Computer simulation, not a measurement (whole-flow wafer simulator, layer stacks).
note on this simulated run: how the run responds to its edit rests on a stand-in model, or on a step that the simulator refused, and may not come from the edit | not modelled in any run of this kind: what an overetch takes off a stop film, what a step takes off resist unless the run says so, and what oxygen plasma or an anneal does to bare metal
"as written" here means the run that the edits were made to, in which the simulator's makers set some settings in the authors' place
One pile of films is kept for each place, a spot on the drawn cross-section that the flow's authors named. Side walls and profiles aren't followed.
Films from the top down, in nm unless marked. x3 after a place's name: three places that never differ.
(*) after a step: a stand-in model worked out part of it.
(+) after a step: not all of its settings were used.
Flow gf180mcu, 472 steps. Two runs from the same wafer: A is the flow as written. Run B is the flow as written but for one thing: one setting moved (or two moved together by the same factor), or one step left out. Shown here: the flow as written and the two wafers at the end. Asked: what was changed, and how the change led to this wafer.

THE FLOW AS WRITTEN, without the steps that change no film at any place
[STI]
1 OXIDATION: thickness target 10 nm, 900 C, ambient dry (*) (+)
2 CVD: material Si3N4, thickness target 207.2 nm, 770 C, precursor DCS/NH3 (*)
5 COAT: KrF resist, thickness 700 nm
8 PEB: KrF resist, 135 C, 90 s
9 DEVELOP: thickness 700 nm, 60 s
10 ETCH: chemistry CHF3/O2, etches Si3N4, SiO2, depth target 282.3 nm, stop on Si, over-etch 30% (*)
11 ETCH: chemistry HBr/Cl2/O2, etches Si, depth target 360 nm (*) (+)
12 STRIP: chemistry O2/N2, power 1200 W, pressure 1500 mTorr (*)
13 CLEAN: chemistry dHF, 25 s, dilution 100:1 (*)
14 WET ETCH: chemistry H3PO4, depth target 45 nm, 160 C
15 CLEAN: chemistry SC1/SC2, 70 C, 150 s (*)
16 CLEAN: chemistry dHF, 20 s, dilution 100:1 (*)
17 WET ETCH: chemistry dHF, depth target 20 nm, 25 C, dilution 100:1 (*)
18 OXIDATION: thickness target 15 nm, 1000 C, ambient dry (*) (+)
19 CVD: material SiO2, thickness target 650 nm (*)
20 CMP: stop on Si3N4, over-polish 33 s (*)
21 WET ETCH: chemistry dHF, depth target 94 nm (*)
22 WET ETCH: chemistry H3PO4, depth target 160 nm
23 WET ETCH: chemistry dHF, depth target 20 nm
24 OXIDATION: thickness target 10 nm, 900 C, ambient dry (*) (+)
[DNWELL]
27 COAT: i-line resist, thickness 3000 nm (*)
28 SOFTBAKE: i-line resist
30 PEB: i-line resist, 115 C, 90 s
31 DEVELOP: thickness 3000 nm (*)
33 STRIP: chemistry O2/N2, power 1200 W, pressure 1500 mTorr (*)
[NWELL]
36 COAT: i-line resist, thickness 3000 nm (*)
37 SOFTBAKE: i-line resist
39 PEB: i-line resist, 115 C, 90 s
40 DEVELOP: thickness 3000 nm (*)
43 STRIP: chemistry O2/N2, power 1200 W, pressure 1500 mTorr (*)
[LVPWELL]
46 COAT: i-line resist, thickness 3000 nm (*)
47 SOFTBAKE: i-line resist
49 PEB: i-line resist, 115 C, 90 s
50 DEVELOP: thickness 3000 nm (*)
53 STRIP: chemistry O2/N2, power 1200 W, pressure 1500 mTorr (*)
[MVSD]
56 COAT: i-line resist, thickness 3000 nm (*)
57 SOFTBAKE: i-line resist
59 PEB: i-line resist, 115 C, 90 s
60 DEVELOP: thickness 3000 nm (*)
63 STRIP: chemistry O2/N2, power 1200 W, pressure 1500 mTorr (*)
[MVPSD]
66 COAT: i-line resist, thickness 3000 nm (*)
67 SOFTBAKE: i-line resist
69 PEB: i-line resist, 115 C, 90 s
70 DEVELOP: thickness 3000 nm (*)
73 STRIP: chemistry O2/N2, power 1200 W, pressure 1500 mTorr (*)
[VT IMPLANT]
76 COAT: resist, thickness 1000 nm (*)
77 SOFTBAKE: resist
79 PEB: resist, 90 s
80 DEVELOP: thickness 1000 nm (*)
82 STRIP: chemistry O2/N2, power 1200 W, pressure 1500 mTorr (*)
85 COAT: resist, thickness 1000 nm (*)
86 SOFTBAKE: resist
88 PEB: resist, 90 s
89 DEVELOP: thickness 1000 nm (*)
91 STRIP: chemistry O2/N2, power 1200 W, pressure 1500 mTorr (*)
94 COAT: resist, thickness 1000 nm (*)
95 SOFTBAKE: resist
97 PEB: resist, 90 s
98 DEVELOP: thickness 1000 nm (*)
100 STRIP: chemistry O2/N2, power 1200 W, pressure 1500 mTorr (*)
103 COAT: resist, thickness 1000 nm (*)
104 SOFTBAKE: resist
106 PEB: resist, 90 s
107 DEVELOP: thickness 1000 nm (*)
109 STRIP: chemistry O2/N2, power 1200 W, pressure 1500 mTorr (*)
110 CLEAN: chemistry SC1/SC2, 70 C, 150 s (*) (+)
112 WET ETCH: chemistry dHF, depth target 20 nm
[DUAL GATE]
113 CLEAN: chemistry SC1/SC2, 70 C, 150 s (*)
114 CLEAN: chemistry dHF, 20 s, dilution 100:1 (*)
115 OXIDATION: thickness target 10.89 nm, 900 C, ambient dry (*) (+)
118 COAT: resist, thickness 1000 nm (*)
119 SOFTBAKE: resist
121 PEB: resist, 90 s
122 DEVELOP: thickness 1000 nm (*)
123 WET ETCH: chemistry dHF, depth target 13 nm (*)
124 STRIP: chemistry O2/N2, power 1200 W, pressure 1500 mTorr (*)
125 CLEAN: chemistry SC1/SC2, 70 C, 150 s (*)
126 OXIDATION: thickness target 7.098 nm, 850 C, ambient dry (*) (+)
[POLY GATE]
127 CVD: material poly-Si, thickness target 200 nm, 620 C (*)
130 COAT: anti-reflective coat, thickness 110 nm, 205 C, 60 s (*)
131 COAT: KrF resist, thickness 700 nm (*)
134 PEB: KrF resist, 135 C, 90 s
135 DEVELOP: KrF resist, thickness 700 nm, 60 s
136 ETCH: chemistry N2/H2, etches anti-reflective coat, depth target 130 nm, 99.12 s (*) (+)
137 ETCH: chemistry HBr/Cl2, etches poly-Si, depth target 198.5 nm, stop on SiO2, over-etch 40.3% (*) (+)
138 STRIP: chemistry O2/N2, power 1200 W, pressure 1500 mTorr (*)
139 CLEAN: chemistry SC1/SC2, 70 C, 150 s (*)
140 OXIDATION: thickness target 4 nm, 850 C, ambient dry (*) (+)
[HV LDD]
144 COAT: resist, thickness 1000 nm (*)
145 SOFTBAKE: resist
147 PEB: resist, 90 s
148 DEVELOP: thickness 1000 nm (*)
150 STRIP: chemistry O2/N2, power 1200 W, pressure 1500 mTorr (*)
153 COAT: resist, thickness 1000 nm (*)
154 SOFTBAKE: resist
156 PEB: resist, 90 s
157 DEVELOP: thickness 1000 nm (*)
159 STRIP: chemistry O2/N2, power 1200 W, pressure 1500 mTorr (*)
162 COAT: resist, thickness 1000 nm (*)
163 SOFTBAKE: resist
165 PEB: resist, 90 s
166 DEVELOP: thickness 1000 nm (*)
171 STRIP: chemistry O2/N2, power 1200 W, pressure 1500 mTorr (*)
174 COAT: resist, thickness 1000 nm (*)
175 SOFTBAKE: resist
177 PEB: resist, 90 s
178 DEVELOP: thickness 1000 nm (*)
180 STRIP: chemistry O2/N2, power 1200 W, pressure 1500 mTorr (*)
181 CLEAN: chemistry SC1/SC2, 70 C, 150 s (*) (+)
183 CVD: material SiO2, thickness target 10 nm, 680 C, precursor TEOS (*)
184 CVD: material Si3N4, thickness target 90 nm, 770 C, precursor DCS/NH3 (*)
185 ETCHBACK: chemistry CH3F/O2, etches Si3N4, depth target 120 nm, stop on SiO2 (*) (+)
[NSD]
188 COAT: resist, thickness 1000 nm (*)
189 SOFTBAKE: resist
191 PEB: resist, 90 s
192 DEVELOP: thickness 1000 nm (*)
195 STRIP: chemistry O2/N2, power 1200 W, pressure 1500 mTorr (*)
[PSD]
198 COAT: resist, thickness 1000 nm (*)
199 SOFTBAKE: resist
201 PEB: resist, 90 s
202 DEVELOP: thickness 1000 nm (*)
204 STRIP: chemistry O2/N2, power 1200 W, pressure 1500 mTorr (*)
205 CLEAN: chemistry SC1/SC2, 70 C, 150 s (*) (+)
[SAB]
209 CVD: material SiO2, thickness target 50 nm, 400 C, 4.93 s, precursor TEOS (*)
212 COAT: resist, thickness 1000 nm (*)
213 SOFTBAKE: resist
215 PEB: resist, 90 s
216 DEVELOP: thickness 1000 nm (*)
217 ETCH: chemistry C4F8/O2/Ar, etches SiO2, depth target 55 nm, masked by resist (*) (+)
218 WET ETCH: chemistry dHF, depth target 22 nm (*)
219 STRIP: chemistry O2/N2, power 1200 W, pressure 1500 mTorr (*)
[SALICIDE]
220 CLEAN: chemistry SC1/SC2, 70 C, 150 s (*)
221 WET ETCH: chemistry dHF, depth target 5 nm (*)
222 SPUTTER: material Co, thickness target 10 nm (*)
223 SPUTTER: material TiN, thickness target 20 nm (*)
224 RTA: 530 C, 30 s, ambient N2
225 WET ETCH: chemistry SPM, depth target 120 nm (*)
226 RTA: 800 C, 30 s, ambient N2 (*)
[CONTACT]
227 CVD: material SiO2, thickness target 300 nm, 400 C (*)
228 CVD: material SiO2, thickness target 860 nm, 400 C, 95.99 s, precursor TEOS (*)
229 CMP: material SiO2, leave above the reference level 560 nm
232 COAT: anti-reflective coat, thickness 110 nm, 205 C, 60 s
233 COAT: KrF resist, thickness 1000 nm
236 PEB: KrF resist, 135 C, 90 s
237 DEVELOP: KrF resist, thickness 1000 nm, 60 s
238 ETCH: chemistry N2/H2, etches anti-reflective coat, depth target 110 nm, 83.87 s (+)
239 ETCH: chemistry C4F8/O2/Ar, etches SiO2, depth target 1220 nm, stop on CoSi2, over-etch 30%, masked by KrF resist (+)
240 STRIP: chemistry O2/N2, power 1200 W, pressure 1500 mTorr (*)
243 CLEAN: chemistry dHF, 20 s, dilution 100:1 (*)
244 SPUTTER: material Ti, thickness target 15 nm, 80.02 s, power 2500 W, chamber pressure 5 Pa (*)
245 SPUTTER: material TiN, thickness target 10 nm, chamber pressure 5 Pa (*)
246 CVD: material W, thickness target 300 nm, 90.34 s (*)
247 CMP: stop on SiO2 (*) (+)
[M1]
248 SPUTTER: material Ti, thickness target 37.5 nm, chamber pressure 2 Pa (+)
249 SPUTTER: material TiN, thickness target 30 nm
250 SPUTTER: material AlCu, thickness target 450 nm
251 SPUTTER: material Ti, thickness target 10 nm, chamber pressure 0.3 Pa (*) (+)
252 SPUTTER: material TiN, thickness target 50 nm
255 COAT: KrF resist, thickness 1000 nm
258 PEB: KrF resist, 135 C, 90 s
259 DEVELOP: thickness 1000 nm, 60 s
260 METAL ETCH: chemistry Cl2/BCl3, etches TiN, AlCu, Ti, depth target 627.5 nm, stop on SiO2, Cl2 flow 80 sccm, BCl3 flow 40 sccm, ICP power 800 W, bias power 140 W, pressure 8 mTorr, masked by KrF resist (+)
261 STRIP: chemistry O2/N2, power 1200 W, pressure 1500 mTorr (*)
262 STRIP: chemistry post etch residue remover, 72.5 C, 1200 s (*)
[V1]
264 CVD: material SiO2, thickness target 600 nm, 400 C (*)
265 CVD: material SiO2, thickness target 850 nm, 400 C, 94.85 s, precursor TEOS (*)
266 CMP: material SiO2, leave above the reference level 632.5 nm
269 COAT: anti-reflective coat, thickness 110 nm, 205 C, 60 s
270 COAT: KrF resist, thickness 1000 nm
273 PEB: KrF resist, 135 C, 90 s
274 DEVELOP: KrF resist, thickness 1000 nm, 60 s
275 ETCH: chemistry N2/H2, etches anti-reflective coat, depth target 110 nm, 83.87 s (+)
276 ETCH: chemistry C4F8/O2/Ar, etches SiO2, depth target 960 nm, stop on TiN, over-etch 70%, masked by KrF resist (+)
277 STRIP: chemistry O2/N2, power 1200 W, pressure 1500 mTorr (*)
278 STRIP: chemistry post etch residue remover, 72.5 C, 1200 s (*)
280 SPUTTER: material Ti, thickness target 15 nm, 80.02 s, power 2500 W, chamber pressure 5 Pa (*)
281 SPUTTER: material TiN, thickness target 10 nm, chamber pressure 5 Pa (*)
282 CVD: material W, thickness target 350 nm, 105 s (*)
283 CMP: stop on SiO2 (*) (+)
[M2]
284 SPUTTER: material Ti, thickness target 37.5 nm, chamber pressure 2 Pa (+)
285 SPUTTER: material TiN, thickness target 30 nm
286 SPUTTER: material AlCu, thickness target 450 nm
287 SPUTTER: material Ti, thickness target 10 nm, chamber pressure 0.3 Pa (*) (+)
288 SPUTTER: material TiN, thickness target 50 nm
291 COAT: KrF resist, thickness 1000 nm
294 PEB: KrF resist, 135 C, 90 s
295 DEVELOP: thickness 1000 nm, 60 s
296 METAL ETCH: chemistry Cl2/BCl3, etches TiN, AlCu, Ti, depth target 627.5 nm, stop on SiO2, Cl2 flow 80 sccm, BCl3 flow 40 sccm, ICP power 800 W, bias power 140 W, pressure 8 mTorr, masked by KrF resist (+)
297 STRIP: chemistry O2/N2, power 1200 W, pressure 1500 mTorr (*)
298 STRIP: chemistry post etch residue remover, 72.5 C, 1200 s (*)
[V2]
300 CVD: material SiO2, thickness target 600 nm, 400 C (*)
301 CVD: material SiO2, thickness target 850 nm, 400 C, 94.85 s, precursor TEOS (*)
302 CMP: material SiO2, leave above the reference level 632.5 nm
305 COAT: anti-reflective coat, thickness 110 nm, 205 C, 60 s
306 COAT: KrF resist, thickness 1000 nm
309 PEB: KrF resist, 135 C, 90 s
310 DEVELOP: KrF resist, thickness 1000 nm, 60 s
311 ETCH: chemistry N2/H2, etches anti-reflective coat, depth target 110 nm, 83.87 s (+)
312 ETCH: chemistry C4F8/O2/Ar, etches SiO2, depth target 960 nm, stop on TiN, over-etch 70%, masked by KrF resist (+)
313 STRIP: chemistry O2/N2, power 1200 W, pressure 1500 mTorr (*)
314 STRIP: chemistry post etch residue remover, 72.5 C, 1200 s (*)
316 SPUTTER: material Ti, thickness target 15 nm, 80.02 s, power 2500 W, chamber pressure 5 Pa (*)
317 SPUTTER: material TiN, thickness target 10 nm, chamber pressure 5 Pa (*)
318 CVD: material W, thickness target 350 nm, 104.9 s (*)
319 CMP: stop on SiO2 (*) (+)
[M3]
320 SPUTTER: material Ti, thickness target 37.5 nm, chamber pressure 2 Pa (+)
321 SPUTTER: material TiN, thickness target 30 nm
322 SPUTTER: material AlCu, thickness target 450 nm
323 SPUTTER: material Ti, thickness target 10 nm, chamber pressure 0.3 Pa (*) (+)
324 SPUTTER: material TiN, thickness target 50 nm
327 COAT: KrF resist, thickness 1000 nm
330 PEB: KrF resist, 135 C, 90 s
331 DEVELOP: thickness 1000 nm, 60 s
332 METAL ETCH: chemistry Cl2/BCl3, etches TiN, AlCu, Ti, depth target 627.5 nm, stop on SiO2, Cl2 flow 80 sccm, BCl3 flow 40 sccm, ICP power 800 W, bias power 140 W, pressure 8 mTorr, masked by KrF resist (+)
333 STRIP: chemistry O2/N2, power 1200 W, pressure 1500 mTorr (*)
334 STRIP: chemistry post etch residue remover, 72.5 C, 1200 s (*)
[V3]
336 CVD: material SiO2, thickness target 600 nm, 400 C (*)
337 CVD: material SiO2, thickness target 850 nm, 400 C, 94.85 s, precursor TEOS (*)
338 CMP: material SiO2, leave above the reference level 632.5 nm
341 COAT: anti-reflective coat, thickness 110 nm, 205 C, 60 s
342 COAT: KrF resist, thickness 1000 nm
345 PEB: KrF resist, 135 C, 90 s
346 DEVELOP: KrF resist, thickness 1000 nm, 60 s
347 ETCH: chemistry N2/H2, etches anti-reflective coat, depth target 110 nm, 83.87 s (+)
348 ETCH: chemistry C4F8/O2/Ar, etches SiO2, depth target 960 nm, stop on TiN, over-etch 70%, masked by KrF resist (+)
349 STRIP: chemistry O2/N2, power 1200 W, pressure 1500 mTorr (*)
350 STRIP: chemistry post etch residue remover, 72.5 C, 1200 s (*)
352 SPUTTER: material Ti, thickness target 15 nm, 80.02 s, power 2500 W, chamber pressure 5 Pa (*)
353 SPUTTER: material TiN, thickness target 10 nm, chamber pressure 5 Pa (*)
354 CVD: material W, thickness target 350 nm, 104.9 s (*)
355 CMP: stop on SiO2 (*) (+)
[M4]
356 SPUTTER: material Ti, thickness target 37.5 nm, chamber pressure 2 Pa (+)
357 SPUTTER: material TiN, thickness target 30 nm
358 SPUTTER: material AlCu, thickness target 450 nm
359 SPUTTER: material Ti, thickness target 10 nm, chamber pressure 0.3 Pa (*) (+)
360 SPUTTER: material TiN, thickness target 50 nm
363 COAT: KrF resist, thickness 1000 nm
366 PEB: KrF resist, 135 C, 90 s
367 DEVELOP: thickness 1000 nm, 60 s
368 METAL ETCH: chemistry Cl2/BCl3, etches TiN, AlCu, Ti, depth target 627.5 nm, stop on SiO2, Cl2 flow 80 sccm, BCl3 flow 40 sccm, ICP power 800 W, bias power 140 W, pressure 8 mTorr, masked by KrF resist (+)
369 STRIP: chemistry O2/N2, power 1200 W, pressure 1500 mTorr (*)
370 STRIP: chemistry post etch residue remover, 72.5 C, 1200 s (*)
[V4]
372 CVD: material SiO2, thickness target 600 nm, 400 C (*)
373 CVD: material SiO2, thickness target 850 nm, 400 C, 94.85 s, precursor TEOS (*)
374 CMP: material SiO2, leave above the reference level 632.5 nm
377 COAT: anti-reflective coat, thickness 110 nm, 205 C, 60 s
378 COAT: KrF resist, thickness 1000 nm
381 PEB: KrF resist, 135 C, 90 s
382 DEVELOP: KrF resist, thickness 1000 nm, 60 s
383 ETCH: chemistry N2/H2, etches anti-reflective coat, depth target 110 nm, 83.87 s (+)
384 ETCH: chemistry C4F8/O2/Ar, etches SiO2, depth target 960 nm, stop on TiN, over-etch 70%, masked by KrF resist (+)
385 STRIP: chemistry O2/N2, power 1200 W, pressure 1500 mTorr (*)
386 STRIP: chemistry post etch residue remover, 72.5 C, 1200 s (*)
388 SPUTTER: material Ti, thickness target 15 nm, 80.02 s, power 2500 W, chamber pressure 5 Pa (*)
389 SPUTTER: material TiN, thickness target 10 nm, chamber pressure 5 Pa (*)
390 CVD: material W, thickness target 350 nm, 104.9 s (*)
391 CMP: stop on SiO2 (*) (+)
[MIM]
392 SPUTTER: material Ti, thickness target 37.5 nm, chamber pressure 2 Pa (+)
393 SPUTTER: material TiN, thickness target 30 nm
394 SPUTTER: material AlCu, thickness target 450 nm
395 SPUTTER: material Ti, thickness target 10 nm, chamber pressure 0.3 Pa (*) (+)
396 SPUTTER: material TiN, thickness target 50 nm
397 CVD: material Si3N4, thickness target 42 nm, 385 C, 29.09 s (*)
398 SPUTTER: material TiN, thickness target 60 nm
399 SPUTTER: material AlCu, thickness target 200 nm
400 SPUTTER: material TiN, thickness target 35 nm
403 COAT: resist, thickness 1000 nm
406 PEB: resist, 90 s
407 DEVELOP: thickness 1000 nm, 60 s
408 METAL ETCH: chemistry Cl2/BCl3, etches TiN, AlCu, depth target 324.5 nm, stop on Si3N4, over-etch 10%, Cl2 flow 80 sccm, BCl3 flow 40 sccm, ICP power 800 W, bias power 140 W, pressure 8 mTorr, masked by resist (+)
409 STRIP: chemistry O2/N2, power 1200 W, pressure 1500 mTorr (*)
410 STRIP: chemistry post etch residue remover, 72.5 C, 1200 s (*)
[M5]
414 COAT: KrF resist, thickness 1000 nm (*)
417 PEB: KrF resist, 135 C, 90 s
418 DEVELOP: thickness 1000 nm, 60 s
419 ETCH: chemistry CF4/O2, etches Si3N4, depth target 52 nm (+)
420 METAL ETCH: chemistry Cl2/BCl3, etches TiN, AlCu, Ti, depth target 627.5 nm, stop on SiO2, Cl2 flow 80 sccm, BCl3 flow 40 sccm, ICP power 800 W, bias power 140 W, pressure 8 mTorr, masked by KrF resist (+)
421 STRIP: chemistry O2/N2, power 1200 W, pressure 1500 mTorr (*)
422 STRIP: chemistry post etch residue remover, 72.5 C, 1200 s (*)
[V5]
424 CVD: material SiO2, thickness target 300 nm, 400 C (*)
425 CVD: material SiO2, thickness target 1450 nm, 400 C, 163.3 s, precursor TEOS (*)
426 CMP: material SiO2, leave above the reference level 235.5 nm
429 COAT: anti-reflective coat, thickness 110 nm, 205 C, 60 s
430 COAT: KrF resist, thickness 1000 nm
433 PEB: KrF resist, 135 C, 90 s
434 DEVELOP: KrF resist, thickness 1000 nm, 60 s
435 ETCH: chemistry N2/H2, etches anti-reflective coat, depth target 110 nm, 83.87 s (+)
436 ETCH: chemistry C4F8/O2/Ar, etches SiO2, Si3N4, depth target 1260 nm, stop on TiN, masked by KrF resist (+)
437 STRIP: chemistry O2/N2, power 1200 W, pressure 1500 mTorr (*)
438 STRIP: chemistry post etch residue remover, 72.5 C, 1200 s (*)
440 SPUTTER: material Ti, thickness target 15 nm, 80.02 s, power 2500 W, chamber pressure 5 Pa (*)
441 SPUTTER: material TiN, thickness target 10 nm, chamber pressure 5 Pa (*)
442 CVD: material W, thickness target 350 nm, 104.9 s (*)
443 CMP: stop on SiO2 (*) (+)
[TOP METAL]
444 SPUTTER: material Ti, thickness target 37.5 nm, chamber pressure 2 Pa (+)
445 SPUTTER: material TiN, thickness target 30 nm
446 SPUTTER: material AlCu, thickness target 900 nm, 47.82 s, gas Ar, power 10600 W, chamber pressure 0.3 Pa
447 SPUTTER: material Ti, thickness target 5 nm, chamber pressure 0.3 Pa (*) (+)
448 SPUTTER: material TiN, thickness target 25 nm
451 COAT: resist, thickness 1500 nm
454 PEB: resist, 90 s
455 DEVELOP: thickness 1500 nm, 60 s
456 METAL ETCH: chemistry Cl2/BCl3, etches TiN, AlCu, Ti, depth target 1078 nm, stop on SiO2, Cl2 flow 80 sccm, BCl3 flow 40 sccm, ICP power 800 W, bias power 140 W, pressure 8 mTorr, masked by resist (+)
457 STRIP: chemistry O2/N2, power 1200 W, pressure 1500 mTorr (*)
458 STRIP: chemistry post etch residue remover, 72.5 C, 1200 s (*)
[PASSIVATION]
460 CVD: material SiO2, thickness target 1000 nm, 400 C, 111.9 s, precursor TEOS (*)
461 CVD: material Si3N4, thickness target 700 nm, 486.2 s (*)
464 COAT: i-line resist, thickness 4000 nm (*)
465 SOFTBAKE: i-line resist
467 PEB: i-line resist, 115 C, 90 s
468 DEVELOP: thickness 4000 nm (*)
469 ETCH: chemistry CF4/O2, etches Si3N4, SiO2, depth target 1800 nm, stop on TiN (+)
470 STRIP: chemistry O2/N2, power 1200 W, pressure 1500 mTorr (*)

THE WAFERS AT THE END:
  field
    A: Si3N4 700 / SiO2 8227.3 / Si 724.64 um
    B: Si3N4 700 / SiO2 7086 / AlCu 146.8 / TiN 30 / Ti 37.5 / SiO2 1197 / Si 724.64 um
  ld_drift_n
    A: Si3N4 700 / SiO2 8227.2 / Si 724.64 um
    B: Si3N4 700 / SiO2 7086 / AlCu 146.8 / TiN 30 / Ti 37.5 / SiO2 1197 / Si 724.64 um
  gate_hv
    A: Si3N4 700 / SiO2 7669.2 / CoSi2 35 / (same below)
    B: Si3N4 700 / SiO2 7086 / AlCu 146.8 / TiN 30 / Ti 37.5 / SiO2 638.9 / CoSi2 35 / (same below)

The cause: step 250, SPUTTER: thickness target 720 nm was run, where the flow has thickness target 450 nm.

How the change led to this, step by step:
  250 SPUTTER: material AlCu, thickness target 450 nm
      field, field__w1, field__w2 and 108 more: A AlCu +450 (new film) | B AlCu +720 (new film)
  260 METAL ETCH: chemistry Cl2/BCl3, etches TiN, AlCu, Ti, depth target 627.5 nm, stop on SiO2, Cl2 flow 80 sccm, BCl3 flow 40 sccm, ICP power 800 W, bias power 140 W, pressure 8 mTorr, masked by KrF resist (+)
      field, field__w1, field__w2 and 99 more: A TiN -50 (all of it), Ti -10 (all of it), AlCu -450 (all of it), TiN -30 (all of it), Ti -37.5 (all of it) | B TiN -50 (all of it), Ti -10 (all of it), AlCu -567.5
  262 STRIP: chemistry post etch residue remover, 72.5 C, 1200 s (*)
      field, field__w1, field__w2 and 99 more: A nothing | B AlCu -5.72
  264 CVD: material SiO2, thickness target 600 nm, 400 C (*)
      field, field__w1, field__w2 and 99 more: A SiO2 +600 | B SiO2 +600 (new film)
  266 CMP: material SiO2, leave above the reference level 632.5 nm
      field, field__w1, field__w2 and 99 more: A SiO2 -300 | B SiO2 -244.3
Counting metal films that touch as one body, field has 1 body; the flow as written gives 0 bodies.
Counting metal films that touch as one body, ld_drift_n has 1 body; the flow as written gives 0 bodies.
Counting metal films that touch as one body, gate_hv has 2 bodies (between them, from the top down: SiO2 638.9); the flow as written gives 1 body.
